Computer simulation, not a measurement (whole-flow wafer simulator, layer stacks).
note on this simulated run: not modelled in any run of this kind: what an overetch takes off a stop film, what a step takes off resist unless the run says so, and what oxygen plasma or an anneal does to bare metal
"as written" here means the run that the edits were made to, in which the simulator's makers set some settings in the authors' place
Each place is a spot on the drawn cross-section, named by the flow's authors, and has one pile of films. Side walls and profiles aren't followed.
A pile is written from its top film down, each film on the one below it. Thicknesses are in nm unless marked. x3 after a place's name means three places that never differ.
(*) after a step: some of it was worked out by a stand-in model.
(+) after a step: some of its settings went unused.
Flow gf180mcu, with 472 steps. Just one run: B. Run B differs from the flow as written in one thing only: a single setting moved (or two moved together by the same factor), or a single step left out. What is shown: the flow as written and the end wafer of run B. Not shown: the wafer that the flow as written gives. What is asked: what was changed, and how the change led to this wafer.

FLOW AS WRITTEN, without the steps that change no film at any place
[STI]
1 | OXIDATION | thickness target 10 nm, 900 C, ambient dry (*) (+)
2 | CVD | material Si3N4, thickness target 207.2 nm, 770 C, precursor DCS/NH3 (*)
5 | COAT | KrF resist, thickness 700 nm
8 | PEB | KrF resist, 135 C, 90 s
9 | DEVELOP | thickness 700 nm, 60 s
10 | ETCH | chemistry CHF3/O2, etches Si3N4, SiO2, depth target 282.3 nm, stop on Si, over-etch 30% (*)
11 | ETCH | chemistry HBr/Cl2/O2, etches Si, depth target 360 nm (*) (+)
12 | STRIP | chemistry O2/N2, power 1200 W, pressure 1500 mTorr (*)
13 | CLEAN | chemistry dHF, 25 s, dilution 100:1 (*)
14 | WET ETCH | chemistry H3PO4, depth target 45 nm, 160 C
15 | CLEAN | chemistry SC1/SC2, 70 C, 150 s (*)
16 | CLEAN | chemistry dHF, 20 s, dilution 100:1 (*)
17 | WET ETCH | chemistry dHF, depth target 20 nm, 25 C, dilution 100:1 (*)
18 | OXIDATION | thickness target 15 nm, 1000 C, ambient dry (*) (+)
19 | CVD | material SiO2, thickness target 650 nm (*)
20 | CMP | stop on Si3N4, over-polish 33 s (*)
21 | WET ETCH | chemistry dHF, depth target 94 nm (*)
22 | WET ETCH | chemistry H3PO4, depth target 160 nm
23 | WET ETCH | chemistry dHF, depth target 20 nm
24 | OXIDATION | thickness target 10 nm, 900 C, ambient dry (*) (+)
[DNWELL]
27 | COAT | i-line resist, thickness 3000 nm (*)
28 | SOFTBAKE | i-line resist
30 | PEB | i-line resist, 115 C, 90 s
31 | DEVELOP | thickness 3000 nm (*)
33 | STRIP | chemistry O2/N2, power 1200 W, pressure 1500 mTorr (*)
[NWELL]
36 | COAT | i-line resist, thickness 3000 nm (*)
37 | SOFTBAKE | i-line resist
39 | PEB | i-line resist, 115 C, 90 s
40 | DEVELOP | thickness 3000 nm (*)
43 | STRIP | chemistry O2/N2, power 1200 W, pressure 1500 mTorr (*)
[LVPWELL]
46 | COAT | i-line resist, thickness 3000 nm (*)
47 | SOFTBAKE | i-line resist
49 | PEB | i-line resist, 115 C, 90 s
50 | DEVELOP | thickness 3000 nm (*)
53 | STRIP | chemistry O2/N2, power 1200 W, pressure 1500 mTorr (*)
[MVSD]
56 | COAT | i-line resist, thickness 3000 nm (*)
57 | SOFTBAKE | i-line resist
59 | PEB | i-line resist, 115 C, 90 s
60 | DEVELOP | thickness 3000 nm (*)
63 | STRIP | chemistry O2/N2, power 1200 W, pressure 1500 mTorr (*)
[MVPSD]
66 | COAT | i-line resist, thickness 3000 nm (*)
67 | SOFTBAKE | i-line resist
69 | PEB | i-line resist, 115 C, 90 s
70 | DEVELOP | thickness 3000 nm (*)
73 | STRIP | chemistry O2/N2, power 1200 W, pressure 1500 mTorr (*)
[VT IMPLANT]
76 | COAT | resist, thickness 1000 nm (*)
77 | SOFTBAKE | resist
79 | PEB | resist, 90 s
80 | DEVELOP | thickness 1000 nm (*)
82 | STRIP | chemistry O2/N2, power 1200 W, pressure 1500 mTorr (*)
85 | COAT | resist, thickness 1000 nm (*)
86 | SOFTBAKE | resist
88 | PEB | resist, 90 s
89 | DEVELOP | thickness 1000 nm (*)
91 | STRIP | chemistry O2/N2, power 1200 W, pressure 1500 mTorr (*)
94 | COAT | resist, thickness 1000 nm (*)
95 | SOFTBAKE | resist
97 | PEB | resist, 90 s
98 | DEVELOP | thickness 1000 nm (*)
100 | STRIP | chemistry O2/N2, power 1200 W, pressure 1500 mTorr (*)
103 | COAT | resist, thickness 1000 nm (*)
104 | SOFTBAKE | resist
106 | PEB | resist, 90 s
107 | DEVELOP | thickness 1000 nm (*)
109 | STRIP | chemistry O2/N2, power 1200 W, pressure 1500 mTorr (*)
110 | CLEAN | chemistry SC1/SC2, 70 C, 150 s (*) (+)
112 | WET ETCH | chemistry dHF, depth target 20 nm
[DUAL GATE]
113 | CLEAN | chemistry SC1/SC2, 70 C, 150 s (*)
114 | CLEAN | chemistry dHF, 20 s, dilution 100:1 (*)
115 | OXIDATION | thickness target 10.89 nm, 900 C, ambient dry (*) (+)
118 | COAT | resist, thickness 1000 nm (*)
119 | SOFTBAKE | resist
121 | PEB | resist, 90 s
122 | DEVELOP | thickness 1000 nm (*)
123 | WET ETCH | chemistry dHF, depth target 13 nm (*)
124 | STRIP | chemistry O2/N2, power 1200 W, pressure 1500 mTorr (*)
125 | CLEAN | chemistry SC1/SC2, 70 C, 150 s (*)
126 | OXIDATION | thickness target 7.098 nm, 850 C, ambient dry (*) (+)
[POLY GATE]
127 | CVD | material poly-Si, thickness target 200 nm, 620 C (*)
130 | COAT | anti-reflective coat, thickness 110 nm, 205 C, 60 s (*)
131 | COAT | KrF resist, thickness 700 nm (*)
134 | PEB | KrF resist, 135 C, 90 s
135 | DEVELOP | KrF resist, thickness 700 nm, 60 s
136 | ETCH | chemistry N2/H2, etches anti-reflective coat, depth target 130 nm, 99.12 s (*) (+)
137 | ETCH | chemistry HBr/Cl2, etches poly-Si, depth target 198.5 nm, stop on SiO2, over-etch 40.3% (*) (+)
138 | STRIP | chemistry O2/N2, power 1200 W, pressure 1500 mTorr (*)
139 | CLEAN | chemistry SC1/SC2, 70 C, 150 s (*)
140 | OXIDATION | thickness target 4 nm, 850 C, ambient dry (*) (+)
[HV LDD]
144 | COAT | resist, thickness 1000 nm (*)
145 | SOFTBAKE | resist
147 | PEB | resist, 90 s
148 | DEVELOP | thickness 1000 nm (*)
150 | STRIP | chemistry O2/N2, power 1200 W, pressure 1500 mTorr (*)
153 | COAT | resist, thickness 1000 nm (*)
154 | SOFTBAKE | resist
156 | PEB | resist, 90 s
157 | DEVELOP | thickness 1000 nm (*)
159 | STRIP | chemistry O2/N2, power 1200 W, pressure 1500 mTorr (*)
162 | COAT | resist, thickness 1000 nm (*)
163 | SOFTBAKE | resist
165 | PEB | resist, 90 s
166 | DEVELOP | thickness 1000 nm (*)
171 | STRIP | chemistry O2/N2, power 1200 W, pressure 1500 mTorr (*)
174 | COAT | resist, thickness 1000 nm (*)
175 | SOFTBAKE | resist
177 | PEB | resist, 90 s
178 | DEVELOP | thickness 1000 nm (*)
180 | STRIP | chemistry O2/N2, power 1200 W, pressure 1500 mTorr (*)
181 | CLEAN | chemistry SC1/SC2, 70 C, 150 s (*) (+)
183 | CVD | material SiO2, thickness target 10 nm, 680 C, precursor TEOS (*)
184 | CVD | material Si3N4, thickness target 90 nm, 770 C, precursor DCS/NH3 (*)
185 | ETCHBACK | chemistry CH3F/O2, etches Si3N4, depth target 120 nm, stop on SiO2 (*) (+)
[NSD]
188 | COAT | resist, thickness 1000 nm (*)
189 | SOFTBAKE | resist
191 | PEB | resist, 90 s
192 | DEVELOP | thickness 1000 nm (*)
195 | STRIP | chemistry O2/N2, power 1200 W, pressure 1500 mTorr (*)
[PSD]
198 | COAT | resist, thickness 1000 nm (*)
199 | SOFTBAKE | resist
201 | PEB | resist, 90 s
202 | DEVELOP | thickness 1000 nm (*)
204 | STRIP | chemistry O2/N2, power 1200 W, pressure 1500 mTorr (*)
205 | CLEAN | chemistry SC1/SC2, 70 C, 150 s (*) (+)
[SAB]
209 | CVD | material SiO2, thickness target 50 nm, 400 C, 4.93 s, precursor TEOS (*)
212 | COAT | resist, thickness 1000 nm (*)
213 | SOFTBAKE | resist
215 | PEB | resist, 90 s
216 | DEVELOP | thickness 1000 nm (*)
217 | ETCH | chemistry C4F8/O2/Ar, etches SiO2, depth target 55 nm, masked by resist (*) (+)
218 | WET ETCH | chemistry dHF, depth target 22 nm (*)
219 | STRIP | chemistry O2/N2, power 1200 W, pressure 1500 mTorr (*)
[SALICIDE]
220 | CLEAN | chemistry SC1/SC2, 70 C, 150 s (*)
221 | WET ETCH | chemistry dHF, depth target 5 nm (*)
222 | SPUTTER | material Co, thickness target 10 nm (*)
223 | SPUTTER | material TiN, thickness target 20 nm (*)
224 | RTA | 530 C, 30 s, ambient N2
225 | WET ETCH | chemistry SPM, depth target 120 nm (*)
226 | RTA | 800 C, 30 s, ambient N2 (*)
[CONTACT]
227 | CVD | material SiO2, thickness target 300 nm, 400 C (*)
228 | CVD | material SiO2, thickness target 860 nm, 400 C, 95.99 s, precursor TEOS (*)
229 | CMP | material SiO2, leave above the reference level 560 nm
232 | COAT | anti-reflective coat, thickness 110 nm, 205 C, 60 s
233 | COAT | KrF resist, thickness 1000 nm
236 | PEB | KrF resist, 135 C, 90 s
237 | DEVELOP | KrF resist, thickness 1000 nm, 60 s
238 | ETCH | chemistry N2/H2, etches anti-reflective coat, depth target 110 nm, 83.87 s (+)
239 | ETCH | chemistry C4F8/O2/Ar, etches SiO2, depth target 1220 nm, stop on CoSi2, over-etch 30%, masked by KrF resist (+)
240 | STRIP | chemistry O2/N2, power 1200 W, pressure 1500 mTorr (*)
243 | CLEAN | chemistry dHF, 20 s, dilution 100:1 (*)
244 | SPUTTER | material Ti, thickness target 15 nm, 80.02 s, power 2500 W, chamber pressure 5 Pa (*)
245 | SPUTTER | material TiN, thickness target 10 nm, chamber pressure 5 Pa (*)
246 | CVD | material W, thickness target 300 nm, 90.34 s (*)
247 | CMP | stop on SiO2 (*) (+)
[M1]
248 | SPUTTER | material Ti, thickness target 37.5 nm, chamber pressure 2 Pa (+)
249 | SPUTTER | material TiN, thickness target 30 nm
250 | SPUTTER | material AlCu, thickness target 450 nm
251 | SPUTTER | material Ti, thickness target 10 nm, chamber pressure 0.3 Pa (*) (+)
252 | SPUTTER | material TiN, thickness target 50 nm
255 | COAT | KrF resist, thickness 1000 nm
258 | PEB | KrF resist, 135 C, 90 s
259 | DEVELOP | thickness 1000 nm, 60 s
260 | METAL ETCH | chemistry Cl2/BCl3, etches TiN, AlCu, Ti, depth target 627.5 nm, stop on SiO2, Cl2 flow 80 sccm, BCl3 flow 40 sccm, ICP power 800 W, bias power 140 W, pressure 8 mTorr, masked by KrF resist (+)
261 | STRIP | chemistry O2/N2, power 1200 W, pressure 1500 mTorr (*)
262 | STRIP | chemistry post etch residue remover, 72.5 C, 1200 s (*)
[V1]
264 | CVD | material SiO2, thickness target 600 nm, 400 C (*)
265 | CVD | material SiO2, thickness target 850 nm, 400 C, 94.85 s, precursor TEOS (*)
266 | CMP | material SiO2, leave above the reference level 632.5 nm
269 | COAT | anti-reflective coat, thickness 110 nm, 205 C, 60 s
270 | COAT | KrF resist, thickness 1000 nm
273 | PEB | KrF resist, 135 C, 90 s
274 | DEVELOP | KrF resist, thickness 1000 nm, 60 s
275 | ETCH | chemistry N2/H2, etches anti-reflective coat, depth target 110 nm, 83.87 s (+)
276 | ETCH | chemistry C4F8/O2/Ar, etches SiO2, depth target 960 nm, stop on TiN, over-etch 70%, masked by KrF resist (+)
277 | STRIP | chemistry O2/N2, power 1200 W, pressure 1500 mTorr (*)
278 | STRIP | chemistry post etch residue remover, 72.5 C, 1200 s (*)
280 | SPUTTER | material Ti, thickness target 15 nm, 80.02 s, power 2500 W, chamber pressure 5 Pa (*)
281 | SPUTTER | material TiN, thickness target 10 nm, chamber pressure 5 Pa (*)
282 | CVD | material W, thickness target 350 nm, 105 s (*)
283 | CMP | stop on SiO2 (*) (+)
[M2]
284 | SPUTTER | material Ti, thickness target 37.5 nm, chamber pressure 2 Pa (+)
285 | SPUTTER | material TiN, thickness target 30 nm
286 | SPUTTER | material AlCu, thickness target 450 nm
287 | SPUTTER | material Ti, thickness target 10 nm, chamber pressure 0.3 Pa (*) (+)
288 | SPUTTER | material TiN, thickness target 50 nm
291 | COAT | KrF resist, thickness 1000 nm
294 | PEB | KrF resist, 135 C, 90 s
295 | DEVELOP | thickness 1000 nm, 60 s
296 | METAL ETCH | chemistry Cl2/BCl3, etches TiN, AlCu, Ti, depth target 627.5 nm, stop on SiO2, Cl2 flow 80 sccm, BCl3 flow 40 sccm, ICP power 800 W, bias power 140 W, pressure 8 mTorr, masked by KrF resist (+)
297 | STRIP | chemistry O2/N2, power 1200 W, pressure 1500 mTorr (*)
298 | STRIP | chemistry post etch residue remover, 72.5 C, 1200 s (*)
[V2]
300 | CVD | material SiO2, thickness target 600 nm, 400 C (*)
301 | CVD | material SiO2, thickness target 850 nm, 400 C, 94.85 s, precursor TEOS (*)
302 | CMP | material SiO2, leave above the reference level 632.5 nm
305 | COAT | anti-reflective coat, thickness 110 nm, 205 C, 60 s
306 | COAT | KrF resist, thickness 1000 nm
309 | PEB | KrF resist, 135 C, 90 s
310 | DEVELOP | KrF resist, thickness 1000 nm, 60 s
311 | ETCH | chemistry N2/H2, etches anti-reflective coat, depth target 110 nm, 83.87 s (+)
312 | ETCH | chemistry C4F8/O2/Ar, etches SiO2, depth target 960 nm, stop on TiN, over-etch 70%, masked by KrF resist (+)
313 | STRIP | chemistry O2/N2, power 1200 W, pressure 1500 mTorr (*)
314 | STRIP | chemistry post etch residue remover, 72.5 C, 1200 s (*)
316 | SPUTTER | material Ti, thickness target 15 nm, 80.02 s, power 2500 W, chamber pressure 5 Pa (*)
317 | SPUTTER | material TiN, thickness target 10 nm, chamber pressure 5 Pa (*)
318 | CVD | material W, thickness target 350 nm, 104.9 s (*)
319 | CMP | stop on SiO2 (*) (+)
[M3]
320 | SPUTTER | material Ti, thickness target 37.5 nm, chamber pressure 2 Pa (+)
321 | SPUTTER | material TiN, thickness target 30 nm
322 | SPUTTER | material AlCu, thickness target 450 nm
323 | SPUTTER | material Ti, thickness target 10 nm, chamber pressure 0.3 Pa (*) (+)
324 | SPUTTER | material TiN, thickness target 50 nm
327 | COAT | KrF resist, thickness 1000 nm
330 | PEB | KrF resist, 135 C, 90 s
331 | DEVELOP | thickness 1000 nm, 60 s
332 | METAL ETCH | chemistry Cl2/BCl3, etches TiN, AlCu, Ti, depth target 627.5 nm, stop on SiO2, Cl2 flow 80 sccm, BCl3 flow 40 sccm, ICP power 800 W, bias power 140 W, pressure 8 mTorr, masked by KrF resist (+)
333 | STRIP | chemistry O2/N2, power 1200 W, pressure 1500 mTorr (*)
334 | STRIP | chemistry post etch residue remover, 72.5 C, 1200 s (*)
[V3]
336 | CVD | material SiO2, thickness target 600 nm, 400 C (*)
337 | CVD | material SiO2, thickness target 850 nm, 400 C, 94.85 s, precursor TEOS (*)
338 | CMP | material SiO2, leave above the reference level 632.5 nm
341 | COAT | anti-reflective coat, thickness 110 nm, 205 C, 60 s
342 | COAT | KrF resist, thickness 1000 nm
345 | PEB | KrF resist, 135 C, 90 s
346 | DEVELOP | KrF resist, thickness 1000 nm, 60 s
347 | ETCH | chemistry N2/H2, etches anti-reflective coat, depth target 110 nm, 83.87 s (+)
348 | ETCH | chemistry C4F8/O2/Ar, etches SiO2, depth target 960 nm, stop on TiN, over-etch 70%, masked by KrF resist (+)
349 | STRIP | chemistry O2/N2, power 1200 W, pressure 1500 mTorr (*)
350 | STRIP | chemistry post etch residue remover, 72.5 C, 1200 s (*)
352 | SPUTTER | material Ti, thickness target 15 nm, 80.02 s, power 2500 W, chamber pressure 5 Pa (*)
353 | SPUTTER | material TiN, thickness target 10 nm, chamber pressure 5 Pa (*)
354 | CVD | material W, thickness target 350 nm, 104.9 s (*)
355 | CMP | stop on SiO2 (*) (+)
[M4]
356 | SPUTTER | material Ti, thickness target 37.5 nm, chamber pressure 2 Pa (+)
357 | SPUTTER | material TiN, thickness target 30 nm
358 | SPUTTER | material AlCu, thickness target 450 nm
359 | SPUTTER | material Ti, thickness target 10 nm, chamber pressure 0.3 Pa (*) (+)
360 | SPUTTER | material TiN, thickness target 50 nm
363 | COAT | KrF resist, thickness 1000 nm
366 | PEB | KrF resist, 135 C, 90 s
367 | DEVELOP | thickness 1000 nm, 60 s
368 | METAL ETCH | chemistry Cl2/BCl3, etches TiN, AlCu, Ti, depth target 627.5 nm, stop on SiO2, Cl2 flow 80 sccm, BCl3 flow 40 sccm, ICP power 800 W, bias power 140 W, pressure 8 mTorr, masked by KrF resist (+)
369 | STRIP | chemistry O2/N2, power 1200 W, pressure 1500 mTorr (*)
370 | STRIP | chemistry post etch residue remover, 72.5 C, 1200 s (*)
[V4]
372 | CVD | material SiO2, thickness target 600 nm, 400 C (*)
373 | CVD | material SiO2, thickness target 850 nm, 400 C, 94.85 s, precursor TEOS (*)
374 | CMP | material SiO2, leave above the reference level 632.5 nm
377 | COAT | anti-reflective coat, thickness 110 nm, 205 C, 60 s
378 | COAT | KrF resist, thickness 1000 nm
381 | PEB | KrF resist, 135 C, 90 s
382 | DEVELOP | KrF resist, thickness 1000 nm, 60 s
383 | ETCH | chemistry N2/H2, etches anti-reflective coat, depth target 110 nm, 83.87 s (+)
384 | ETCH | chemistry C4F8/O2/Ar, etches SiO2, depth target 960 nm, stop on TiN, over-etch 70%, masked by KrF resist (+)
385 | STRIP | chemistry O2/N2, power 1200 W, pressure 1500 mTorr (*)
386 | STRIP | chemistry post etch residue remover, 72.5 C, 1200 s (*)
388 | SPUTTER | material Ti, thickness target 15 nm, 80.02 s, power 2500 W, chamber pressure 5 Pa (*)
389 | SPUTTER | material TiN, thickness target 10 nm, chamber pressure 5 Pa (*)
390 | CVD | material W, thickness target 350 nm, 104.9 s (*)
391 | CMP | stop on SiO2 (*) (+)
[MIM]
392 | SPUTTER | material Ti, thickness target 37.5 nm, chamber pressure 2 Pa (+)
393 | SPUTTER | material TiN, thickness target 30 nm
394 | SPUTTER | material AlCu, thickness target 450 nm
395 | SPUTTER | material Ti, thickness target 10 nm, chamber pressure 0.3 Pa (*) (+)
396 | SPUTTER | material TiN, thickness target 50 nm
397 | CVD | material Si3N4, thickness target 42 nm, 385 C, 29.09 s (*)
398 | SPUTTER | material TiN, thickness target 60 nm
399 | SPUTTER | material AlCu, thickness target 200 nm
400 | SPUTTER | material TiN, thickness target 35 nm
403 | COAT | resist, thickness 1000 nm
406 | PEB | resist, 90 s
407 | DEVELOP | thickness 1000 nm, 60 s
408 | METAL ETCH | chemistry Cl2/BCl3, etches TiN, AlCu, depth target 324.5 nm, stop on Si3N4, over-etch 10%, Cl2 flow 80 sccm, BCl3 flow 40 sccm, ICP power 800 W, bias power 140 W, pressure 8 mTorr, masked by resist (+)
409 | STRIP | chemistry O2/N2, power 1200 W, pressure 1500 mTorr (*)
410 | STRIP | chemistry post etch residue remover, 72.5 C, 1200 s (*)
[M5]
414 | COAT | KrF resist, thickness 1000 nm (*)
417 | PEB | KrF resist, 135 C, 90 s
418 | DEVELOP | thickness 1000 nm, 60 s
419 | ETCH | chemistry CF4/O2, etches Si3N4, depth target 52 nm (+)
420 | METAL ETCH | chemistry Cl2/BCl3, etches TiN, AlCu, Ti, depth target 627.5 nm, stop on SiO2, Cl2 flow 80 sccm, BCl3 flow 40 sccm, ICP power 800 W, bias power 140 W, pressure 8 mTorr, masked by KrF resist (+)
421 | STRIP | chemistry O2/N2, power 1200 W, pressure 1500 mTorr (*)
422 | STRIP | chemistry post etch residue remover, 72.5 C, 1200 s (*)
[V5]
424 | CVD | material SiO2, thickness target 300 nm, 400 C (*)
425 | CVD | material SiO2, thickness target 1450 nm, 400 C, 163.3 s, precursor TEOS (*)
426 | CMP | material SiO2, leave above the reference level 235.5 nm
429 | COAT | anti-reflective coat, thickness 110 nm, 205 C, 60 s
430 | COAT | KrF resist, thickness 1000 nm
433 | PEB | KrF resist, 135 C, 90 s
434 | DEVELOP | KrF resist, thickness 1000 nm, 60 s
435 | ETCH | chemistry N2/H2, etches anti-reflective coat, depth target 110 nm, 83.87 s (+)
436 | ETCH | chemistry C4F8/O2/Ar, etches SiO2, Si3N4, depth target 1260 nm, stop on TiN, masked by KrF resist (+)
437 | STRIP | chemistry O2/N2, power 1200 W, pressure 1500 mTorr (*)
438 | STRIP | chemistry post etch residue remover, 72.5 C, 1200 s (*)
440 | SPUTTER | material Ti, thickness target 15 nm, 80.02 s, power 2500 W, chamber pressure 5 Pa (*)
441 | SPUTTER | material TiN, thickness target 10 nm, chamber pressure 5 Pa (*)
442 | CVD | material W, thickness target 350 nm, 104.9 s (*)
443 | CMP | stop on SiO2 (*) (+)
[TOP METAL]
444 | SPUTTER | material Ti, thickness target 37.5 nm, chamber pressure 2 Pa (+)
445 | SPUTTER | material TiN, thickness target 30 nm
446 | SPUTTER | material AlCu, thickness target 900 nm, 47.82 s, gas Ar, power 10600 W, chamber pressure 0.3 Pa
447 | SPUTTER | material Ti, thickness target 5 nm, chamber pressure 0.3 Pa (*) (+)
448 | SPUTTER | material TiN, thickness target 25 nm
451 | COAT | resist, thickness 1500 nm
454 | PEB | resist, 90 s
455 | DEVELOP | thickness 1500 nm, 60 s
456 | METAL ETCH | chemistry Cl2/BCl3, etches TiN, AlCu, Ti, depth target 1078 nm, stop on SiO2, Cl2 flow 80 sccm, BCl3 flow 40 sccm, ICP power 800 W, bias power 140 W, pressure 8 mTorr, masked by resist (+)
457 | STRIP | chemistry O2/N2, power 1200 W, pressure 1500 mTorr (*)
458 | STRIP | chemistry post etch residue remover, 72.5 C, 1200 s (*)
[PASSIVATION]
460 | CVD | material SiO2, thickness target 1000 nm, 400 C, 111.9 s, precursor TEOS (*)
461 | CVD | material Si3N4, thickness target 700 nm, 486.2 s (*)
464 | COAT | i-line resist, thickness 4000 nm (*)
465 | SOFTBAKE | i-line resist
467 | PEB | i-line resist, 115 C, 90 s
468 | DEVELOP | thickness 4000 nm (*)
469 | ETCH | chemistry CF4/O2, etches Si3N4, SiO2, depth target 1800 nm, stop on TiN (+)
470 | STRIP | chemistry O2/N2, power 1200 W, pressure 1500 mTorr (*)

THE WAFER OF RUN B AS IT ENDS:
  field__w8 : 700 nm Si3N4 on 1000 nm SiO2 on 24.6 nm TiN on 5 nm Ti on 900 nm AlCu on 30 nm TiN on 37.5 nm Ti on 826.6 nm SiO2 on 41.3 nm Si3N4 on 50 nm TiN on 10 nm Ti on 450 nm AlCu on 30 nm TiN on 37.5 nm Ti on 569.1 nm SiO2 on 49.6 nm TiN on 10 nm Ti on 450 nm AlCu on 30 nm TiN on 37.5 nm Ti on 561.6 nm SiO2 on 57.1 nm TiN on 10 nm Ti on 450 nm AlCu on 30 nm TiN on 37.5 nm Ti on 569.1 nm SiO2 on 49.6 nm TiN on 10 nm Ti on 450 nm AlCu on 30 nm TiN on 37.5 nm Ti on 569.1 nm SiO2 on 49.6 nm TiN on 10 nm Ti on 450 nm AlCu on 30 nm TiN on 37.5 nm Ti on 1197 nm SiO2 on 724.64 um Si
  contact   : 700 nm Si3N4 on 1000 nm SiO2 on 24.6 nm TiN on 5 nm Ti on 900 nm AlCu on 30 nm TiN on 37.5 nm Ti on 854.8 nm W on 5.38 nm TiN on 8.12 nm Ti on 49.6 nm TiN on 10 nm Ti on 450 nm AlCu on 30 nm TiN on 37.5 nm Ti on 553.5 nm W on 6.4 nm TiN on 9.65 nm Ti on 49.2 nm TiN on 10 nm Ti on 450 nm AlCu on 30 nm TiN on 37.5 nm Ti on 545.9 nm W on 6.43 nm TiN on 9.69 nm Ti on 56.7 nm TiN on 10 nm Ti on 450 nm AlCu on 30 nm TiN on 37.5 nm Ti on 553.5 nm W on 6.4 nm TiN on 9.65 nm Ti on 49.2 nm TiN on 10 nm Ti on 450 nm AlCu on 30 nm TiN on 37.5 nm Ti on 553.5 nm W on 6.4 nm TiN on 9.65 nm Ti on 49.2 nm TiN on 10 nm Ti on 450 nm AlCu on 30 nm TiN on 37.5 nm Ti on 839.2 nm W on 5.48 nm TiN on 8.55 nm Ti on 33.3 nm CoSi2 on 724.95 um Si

Cause: step 324, SPUTTER: thickness target 57.5 nm was run, though the flow has thickness target 50 nm.

The path from the change to this, step by step:
  324 | SPUTTER | material TiN, thickness target 50 nm
      field, field__w1, field__w2 and 108 more: TiN gains 57.5 (new film) (as written it would have been: TiN gains 50 (new film))
  332 | METAL ETCH | chemistry Cl2/BCl3, etches TiN, AlCu, Ti, depth target 627.5 nm, stop on SiO2, Cl2 flow 80 sccm, BCl3 flow 40 sccm, ICP power 800 W, bias power 140 W, pressure 8 mTorr, masked by KrF resist (+)
      field, field__w1, field__w2 and 103 more: TiN loses 57.5 (all of it), Ti loses 10 (all of it), AlCu loses 450 (all of it), TiN loses 30 (all of it), Ti loses 37.5 (all of it) (as written it would have been: TiN loses 50 (all of it), Ti loses 10 (all of it), AlCu loses 450 (all of it), TiN loses 30 (all of it), Ti loses 37.5 (all of it))
